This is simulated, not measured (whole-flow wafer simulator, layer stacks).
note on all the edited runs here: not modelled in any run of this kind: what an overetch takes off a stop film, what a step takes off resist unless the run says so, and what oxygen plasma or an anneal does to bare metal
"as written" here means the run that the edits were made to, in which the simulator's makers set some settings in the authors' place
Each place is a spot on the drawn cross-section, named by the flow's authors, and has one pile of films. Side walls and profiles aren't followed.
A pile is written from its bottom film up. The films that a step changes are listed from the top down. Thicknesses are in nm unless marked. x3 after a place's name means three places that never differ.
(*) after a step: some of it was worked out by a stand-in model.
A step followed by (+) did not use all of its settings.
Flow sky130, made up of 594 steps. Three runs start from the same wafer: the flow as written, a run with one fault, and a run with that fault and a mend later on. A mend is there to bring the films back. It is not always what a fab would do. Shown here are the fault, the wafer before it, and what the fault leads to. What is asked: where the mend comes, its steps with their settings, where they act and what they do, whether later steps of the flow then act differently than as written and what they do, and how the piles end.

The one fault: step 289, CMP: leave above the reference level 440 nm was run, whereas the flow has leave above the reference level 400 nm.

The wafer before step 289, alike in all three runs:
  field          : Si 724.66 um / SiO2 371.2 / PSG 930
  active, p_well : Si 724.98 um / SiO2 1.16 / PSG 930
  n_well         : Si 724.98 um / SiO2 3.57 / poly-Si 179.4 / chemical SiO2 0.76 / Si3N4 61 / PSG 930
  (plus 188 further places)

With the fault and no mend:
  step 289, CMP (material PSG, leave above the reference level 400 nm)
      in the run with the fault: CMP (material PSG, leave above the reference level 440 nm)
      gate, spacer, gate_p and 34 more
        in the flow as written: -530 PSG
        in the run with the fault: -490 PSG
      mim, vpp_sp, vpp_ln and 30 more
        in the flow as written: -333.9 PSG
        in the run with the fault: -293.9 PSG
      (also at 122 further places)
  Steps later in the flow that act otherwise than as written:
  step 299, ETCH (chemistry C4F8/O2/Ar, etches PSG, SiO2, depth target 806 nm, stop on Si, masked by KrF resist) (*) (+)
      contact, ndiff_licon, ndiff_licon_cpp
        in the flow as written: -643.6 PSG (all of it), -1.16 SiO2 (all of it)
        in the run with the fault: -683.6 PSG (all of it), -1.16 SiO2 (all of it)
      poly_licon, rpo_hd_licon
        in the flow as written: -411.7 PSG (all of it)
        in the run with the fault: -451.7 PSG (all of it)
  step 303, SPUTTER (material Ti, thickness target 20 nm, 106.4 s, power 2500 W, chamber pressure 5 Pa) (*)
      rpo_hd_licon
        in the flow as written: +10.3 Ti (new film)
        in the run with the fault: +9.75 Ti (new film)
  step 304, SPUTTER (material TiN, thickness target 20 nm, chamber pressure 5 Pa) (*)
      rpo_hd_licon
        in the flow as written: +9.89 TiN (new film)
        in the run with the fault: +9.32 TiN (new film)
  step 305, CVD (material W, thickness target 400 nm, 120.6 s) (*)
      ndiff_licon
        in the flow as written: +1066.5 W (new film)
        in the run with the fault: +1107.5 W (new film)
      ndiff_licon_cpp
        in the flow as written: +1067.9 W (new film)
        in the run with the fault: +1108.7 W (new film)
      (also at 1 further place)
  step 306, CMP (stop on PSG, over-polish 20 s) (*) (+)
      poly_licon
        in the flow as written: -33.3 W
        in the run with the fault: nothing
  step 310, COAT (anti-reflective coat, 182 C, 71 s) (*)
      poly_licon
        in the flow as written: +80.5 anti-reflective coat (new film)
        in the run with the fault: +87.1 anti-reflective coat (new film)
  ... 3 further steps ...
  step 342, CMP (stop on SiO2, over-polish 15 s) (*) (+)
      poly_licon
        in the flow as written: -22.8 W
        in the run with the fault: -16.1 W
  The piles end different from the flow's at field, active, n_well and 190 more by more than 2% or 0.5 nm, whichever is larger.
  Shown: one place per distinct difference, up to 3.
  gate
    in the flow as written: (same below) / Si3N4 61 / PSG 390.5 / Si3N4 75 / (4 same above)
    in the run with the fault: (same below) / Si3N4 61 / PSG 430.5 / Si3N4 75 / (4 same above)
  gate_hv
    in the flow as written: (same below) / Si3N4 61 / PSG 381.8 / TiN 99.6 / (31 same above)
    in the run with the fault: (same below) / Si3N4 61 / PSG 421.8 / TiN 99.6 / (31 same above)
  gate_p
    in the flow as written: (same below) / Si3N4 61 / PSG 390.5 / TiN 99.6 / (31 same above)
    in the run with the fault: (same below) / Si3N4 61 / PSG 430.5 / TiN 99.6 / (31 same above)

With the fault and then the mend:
  The mend stands after step 289.
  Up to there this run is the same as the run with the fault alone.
  step 289a, CMP (material PSG, leave above the reference level 400 nm) (a further turn of the flow's step 289)
      field, active, n_well and 189 more
        -40 PSG
  Every later step of the flow that is run acts as written at every place that is followed.
  The piles end the same as the flow's at every place that both follow.
